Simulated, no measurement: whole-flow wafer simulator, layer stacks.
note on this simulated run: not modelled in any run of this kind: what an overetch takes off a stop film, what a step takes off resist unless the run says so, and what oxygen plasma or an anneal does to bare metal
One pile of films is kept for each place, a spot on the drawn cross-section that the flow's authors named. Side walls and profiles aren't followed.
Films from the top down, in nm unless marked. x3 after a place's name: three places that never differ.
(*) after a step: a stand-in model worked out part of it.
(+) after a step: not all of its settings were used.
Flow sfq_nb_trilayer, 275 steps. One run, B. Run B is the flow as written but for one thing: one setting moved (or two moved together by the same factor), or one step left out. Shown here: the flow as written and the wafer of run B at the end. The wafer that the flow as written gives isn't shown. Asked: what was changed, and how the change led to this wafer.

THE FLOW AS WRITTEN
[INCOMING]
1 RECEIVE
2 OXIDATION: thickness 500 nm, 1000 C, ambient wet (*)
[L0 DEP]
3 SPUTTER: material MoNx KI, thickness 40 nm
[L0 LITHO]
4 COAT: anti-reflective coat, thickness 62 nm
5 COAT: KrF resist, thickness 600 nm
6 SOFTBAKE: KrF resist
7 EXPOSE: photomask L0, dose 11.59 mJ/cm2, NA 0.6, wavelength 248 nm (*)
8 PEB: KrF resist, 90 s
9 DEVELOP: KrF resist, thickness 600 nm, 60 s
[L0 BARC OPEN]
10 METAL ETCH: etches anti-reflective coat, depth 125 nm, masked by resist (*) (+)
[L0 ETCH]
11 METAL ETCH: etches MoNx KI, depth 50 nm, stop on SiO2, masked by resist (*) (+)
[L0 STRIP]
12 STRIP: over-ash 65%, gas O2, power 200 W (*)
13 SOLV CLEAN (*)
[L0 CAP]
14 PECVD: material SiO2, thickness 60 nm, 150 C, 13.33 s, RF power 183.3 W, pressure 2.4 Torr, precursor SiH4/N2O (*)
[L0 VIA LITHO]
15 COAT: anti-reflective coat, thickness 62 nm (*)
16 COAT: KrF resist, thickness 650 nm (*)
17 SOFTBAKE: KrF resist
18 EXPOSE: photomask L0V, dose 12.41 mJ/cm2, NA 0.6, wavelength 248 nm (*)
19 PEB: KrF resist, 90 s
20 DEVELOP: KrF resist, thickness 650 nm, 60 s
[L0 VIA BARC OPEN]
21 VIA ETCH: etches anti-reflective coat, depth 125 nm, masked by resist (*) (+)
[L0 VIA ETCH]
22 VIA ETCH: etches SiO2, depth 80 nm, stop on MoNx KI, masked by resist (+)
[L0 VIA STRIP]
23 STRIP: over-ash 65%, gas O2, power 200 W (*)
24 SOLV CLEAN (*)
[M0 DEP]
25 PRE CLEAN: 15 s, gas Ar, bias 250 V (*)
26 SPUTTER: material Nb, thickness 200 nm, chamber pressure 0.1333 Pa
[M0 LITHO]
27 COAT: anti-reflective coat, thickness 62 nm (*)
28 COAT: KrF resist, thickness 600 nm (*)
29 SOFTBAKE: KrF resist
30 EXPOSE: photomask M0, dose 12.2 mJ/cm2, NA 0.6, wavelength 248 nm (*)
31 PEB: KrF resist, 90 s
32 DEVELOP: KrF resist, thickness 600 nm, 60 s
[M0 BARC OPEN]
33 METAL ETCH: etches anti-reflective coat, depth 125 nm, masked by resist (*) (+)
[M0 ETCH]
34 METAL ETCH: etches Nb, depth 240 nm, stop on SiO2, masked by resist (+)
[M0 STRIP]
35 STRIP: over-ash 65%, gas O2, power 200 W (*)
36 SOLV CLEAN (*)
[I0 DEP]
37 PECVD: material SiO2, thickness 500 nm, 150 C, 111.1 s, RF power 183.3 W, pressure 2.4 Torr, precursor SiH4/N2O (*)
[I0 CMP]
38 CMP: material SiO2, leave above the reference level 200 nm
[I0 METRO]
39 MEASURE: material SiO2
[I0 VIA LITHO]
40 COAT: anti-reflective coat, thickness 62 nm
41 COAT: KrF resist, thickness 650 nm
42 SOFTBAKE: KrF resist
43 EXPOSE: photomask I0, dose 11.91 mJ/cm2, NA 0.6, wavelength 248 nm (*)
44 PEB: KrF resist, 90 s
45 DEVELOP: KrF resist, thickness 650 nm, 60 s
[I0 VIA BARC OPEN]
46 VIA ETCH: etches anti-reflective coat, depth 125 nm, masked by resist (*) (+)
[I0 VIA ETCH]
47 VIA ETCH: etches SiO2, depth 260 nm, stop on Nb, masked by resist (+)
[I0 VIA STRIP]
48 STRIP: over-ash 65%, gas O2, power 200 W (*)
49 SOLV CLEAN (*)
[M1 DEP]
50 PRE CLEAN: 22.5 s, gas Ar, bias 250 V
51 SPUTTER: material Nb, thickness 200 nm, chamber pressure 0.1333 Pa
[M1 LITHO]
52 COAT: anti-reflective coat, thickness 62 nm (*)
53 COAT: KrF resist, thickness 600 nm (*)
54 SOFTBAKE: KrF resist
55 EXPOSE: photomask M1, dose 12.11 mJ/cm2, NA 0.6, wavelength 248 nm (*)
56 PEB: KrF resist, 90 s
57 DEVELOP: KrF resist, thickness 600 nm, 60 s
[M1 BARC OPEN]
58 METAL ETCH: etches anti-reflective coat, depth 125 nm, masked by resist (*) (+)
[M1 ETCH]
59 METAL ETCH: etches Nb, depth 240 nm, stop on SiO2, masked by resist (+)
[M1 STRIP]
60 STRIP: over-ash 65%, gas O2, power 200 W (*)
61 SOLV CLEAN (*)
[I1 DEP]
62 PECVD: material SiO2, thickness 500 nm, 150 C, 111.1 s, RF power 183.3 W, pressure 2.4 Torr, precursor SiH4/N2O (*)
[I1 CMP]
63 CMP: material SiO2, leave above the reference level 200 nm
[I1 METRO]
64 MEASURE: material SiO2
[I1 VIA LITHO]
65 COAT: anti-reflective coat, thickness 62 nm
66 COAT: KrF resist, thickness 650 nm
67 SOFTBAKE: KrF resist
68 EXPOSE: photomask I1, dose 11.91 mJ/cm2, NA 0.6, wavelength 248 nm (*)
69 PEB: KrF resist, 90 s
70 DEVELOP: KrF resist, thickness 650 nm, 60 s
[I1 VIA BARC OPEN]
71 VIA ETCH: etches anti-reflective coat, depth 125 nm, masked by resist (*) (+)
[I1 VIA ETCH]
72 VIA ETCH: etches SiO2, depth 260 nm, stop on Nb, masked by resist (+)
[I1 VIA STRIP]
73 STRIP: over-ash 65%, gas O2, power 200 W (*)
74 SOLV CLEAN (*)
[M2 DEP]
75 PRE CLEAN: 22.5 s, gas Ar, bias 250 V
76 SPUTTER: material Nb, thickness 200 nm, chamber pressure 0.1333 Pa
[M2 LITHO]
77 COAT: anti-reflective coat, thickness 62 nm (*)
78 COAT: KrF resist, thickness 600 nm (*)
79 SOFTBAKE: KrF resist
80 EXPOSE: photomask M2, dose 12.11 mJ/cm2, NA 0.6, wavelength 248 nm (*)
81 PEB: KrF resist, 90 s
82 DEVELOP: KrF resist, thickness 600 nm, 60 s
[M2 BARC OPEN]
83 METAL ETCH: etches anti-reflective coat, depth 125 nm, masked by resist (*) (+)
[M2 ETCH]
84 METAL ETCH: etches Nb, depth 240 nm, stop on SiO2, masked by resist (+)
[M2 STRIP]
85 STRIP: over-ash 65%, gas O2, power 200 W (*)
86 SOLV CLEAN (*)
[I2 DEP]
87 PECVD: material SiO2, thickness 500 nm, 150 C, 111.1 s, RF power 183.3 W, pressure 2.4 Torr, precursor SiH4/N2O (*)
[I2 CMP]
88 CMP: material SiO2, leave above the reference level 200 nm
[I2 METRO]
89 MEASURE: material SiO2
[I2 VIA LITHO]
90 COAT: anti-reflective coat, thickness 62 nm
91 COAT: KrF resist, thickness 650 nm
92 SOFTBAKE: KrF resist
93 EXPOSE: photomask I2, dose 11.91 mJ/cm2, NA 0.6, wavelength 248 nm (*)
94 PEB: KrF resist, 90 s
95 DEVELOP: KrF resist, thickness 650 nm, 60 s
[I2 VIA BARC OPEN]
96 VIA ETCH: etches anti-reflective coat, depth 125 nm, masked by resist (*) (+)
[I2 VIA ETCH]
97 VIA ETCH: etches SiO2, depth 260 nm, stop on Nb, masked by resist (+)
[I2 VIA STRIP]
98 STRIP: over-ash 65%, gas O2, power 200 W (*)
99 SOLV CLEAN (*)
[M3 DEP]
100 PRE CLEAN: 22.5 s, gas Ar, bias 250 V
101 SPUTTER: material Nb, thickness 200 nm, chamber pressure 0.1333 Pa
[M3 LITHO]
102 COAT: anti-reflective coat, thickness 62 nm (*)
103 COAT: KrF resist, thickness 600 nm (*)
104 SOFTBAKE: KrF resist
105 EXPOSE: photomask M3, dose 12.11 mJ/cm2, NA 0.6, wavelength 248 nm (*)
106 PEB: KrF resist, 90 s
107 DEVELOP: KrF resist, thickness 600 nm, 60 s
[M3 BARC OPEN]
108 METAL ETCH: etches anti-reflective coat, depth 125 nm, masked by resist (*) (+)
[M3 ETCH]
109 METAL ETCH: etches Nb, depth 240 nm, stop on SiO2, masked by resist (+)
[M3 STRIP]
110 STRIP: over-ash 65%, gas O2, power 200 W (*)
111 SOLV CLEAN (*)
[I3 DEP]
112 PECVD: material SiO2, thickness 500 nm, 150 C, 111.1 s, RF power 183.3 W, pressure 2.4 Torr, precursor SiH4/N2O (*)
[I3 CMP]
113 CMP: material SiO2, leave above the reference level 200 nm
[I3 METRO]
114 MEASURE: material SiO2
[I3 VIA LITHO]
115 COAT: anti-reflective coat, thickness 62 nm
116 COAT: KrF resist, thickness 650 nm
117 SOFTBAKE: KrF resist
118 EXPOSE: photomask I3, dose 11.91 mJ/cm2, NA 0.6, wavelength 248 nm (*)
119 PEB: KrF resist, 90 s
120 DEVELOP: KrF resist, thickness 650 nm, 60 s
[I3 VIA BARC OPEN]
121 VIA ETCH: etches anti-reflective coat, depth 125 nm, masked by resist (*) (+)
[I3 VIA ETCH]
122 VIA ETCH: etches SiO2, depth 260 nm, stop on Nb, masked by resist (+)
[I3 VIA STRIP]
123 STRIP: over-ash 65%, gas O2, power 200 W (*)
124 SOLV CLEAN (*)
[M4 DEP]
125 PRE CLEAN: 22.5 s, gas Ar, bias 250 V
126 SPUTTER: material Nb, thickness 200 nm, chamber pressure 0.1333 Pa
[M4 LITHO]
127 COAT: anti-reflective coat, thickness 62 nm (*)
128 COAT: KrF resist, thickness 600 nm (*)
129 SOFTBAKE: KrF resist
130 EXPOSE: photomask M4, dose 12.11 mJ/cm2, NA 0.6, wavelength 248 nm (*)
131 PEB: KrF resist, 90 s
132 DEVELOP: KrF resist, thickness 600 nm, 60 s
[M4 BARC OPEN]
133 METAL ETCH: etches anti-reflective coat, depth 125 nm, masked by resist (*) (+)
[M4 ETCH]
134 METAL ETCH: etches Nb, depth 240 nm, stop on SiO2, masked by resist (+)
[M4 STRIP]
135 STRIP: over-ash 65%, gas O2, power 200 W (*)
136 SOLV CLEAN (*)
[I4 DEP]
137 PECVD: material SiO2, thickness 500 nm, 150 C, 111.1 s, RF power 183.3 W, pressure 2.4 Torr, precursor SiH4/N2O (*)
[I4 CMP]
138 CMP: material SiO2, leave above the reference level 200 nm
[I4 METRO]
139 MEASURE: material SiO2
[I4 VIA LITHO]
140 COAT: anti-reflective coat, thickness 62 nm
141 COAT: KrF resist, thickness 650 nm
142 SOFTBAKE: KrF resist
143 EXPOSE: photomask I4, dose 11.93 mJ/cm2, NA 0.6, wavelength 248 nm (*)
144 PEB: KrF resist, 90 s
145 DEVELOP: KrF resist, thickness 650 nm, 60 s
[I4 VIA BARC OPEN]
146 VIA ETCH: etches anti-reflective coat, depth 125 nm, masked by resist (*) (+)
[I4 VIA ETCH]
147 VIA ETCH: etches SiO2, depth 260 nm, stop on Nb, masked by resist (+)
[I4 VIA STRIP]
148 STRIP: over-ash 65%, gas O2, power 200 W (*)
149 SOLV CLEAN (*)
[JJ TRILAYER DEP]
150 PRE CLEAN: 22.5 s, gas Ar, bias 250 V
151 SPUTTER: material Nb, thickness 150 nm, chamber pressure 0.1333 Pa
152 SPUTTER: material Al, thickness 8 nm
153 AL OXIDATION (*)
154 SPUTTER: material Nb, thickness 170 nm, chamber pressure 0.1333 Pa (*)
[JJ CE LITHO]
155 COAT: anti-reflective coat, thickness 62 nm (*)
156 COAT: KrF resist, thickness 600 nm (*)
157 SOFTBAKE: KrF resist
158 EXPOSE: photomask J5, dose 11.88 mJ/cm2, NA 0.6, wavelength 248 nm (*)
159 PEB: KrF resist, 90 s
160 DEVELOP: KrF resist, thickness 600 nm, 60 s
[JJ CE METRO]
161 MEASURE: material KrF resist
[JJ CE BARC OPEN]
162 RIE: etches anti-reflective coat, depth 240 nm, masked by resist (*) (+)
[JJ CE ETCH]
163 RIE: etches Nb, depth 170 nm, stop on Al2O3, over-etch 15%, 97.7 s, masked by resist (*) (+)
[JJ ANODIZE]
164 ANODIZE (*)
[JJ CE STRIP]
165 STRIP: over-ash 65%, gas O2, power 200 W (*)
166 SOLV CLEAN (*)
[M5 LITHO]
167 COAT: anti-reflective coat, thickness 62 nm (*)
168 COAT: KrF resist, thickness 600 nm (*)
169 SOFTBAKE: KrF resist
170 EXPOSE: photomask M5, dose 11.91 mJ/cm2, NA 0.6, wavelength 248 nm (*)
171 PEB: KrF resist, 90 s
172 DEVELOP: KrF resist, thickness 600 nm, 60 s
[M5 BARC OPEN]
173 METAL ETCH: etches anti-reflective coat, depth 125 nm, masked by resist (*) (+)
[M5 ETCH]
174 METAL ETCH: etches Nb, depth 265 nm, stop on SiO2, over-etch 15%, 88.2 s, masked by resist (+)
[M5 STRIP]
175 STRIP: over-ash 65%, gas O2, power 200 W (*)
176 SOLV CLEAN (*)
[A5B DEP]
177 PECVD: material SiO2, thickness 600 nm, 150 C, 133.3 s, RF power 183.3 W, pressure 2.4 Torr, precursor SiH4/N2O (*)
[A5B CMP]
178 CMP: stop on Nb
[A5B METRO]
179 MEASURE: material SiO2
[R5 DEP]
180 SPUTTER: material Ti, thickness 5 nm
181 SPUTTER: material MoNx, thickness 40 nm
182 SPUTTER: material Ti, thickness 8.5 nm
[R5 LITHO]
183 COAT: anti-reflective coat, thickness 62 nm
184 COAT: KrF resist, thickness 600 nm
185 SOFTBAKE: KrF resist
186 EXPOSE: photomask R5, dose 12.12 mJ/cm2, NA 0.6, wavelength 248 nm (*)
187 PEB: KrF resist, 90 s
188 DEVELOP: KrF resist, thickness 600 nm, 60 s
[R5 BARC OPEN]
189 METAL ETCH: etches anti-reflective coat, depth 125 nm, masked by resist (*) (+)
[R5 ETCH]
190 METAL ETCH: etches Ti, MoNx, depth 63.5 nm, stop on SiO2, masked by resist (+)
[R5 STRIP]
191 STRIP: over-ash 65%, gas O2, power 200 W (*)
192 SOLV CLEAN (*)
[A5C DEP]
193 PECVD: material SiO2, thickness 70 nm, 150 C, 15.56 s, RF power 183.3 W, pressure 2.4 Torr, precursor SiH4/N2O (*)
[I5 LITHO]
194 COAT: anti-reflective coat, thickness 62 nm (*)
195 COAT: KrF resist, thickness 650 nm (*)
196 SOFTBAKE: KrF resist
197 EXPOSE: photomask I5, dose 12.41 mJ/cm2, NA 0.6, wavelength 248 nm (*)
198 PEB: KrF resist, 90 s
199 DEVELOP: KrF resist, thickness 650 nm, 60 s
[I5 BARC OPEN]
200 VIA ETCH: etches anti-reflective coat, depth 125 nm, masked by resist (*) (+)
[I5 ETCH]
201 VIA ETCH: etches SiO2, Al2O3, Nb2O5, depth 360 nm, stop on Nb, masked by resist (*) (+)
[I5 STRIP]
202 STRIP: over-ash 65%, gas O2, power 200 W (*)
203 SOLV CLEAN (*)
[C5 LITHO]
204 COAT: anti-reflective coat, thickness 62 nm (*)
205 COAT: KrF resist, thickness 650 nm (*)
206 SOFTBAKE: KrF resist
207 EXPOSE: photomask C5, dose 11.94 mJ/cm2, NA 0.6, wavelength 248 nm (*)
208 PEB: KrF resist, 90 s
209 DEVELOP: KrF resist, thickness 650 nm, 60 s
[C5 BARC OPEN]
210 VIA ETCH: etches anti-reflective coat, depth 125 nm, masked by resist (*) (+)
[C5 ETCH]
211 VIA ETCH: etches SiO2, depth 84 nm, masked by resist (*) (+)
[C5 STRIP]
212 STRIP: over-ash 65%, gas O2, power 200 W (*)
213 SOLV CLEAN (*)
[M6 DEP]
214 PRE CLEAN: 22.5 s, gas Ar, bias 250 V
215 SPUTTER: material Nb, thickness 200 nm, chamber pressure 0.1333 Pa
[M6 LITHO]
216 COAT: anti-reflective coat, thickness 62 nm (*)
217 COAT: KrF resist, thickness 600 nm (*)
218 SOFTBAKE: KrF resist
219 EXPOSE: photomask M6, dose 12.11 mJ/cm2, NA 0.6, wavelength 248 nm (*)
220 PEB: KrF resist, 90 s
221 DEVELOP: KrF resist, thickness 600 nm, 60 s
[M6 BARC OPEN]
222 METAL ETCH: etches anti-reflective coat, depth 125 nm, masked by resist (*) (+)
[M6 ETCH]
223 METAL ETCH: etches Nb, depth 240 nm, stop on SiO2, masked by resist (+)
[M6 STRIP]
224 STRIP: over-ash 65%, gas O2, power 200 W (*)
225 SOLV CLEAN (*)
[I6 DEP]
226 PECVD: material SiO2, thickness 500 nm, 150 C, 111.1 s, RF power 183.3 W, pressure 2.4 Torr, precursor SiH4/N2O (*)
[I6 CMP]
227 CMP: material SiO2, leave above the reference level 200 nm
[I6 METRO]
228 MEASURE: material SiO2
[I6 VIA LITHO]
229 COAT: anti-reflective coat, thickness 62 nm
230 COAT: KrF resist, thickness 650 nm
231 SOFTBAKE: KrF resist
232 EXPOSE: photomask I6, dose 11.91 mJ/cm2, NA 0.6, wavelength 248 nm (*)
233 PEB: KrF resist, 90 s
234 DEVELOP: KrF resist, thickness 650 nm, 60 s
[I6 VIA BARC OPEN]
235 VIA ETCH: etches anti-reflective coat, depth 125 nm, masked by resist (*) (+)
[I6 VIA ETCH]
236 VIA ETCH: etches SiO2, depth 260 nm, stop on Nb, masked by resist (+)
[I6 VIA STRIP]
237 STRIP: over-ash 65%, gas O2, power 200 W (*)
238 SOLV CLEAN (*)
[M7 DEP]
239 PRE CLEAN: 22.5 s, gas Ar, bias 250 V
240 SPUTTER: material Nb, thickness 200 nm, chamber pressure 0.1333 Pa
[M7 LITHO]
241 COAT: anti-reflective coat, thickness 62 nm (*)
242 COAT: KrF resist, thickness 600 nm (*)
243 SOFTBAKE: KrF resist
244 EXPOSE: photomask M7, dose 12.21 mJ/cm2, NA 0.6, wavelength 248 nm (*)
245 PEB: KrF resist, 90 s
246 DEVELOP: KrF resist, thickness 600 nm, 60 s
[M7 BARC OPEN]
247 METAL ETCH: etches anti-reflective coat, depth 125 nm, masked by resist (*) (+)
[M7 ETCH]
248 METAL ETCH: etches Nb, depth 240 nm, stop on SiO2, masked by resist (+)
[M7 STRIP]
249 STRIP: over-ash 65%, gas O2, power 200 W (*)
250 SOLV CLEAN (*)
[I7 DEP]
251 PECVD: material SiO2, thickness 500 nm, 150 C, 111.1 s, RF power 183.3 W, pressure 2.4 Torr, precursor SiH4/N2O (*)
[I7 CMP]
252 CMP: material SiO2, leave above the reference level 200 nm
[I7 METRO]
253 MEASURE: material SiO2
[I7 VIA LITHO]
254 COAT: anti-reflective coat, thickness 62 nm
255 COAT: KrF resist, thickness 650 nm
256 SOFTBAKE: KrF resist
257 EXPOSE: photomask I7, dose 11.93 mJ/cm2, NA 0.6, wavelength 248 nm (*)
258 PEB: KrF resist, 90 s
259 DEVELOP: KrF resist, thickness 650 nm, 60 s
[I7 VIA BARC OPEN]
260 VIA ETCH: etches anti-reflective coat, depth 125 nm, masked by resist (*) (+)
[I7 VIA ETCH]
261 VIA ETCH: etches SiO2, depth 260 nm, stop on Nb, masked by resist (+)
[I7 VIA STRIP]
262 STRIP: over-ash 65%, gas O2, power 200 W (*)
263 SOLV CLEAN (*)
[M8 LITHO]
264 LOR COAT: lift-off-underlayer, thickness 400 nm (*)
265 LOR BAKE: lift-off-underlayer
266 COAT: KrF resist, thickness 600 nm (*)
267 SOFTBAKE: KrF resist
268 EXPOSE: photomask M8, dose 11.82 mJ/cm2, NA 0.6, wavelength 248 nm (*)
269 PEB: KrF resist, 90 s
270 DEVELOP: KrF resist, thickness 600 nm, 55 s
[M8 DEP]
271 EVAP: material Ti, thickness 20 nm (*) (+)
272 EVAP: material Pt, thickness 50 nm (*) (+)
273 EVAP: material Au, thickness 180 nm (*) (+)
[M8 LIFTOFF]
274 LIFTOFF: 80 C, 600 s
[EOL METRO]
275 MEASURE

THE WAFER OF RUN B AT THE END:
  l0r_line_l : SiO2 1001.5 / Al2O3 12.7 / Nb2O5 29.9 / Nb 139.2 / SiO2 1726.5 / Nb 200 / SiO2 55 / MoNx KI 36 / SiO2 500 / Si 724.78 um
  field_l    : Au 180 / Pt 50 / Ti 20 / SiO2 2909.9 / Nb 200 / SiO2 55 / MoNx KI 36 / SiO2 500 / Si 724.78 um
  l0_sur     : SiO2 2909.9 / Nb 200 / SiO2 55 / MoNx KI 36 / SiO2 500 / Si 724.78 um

The cause: step 3, SPUTTER: thickness 36 nm was run, where the flow has thickness 40 nm.
It can be read off the wafer: l0r_line_l has MoNx KI 36, and step 3 as written asks for 40 nm.

How the change led to this, step by step:
  3 SPUTTER: material MoNx KI, thickness 40 nm
      field_l, v_sur, via_wl and 103 more: MoNx KI +36 (new film) (as written it would be: MoNx KI +40 (new film))
  11 METAL ETCH: etches MoNx KI, depth 50 nm, stop on SiO2, masked by resist (*) (+)
      v_sur, via_wl, via_w and 97 more: MoNx KI -36 (all of it) (as written it would be: MoNx KI -40 (all of it))
  27 COAT: anti-reflective coat, thickness 62 nm (*)
      l0r_space_c: anti-reflective coat +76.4 (new film) (as written it would be: anti-reflective coat +78 (new film))
  35 STRIP: over-ash 65%, gas O2, power 200 W (*)
      l0r_space_c: KrF resist -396 (all of it), anti-reflective coat -76.4 (all of it) (as written it would be: KrF resist -397.6 (all of it), anti-reflective coat -78 (all of it))
